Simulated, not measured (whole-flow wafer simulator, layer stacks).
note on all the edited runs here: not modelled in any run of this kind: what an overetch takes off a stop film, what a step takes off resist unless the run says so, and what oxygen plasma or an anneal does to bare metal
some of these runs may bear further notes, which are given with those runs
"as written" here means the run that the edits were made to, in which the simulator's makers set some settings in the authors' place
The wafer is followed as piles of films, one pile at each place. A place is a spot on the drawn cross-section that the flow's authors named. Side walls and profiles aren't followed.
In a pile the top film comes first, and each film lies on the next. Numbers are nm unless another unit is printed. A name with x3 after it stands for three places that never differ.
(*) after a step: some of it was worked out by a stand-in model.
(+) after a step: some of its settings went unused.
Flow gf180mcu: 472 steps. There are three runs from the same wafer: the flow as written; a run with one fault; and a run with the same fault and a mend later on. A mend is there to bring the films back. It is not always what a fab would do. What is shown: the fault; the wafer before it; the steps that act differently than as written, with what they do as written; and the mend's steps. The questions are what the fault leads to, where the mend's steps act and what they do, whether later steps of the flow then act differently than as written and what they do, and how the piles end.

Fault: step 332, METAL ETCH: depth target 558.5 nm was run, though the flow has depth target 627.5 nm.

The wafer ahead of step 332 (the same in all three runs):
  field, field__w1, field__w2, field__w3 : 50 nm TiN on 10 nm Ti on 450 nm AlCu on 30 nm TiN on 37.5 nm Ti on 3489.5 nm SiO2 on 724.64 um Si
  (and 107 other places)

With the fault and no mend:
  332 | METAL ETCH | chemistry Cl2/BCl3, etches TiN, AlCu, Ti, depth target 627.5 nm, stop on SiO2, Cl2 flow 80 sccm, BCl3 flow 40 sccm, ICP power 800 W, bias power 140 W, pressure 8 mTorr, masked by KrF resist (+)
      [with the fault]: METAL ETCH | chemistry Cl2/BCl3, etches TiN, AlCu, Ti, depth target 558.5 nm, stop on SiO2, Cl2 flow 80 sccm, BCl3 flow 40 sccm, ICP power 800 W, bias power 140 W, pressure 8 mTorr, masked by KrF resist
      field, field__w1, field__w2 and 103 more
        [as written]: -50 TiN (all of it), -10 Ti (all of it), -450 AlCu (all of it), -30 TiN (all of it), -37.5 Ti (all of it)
        [with the fault]: -50 TiN (all of it), -10 Ti (all of it), -450 AlCu (all of it), -30 TiN (all of it), -18.5 Ti
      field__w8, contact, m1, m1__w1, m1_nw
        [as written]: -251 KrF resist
        [with the fault]: -223.4 KrF resist
  Steps further on in the flow that do not act as written:
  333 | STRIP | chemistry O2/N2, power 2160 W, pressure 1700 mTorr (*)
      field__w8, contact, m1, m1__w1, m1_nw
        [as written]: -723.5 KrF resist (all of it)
        [with the fault]: -751.1 KrF resist (all of it)
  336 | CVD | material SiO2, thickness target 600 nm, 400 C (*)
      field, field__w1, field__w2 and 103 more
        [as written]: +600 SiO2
        [with the fault]: +600 SiO2 (new film)
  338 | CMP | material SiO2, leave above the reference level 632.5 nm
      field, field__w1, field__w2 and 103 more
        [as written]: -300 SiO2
        [with the fault]: -319 SiO2
  At field, field__w1, field__w2 and 104 more, the piles at the end differ from the flow's by more than 2% or 0.5 nm, whichever is larger.
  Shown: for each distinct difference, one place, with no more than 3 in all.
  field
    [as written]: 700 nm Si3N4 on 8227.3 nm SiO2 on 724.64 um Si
    [with the fault]: 700 nm Si3N4 on 4718.8 nm SiO2 on 19 nm Ti on 3489.5 nm SiO2 on 724.64 um Si
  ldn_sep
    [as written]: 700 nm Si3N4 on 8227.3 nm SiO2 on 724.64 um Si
    [with the fault]: 700 nm Si3N4 on 4718.8 nm SiO2 on 19 nm Ti on 3489.4 nm SiO2 on 724.64 um Si
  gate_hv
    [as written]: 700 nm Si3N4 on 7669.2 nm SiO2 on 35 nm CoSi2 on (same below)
    [with the fault]: 700 nm Si3N4 on 4718.8 nm SiO2 on 19 nm Ti on 2931.3 nm SiO2 on 35 nm CoSi2 on (same below)

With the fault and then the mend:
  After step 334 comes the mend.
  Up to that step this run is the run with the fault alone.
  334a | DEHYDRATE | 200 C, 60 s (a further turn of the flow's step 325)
      alters no film at any place that is followed
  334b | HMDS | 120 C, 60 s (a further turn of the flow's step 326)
      alters no film at any place that is followed
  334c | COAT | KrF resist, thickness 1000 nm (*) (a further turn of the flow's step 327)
      iso_ptap_pw, iso_ntap_nw, iso_nw_fld and 33 more
        +1000 KrF resist (new film)
      field__w2, field__w3, field__w7 and 14 more
        +1003.6 KrF resist (new film)
      ld_acc_p, ld_fp_p, ld_drift_p, ld_drn_p, ld_body_p_dnw, nw_enc_fld, nw_enc_fld__w1
        +1003.2 KrF resist (new film)
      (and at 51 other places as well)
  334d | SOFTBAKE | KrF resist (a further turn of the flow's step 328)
      alters no film at any place that is followed
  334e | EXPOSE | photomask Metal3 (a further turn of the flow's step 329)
      alters no film at any place that is followed
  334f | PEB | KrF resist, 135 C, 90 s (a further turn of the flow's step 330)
      field__w1, field__w2, field__w3 and 55 more
        -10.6 KrF resist
      iso_ptap_pw, iso_ntap_nw, iso_nw_fld and 33 more
        -10.5 KrF resist
      gate_hv, sd_p, nw_enc_fld_lv__w3, polyc_n, polyc_n_rim
        -10.7 KrF resist
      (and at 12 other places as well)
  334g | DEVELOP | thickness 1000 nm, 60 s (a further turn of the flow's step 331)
      iso_ptap_pw, iso_ntap_nw, iso_nw_fld and 33 more
        -989.5 KrF resist (all of it)
      field__w2, field__w3, field__w7 and 16 more
        -993 KrF resist (all of it)
      field_sub, field_sub__w1, field_sub__w2, field_sub__w3, field_sub__w4, field_sub__w5, ld_sd_p
        -992.5 KrF resist (all of it)
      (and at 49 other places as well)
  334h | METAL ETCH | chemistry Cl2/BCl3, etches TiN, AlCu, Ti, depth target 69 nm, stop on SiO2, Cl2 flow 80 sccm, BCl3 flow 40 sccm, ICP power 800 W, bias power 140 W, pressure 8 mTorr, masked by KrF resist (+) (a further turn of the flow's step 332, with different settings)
      field, field__w1, field__w2 and 103 more
        -19 Ti (all of it)
      field__w8, contact, m1, m1__w1, m1_nw
        -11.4 KrF resist
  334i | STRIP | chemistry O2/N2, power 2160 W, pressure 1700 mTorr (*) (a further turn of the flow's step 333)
      field__w8
        -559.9 KrF resist (all of it)
      contact
        -557.8 KrF resist (all of it)
      m1
        -561.4 KrF resist (all of it)
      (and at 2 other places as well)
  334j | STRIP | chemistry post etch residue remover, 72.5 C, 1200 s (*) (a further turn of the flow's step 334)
      field__w8, contact, m1, m1__w1, m1_nw
        -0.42 TiN
  Every later step of the flow that is run acts as written, at every place that is followed, to within 2% or 0.5 nm, whichever is larger.
  When the end is reached, the piles differ only a little from the flow's at the places that both follow, at most by 2% or 0.5 nm, whichever is larger.
